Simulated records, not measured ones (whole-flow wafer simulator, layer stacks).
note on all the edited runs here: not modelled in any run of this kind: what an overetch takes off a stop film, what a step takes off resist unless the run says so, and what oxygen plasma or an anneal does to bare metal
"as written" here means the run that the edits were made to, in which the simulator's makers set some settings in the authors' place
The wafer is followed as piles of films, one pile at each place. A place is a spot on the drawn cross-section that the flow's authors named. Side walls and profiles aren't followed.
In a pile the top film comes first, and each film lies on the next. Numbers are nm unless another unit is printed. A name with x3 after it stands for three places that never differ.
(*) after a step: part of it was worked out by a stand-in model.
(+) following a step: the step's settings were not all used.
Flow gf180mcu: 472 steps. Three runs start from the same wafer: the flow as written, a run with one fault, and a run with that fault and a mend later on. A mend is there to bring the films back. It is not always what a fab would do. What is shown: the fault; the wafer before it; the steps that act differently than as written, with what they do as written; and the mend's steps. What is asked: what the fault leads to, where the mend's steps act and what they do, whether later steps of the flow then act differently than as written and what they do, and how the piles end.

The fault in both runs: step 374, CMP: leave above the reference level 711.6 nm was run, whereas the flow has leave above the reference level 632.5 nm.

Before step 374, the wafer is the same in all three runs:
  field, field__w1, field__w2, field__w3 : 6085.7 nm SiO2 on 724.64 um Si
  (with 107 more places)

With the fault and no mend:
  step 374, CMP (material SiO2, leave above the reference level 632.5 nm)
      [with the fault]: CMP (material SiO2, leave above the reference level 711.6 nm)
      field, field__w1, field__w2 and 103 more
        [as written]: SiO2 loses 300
        [with the fault]: SiO2 loses 220.9
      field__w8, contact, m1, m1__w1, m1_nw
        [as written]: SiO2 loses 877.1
        [with the fault]: SiO2 loses 798
  Later steps of the flow acting differently than as written (2 other steps are not shown; they differ only slightly, by no more than 2% or 0.5 nm, whichever is larger):
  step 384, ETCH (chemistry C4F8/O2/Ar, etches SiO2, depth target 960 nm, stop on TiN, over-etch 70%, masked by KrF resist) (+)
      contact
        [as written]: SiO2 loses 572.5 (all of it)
        [with the fault]: SiO2 loses 651.6 (all of it)
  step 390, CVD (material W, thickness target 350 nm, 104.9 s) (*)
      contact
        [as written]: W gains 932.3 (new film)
        [with the fault]: W gains 1012.1 (new film)
  The piles end different from the flow's at field__w8, contact, m1, m1__w1, m1_nw by more than 2% or 0.5 nm, whichever is larger.
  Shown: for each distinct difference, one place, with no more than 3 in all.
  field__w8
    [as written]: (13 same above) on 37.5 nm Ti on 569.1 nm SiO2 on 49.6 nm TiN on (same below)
    [with the fault]: (13 same above) on 37.5 nm Ti on 648.2 nm SiO2 on 49.6 nm TiN on (same below)
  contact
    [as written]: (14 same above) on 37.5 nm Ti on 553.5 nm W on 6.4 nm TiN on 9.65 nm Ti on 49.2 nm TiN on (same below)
    [with the fault]: (14 same above) on 37.5 nm Ti on 633.3 nm W on 6.11 nm TiN on 9.22 nm Ti on 49.2 nm TiN on (same below)

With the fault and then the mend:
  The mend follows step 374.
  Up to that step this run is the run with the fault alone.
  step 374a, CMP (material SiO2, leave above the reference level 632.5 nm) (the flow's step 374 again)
      field, field__w1, field__w2 and 108 more
        SiO2 loses 79.1
  Every later step of the flow that is run acts as written at every place that is followed.
  The piles end the same as the flow's at every place that both follow.
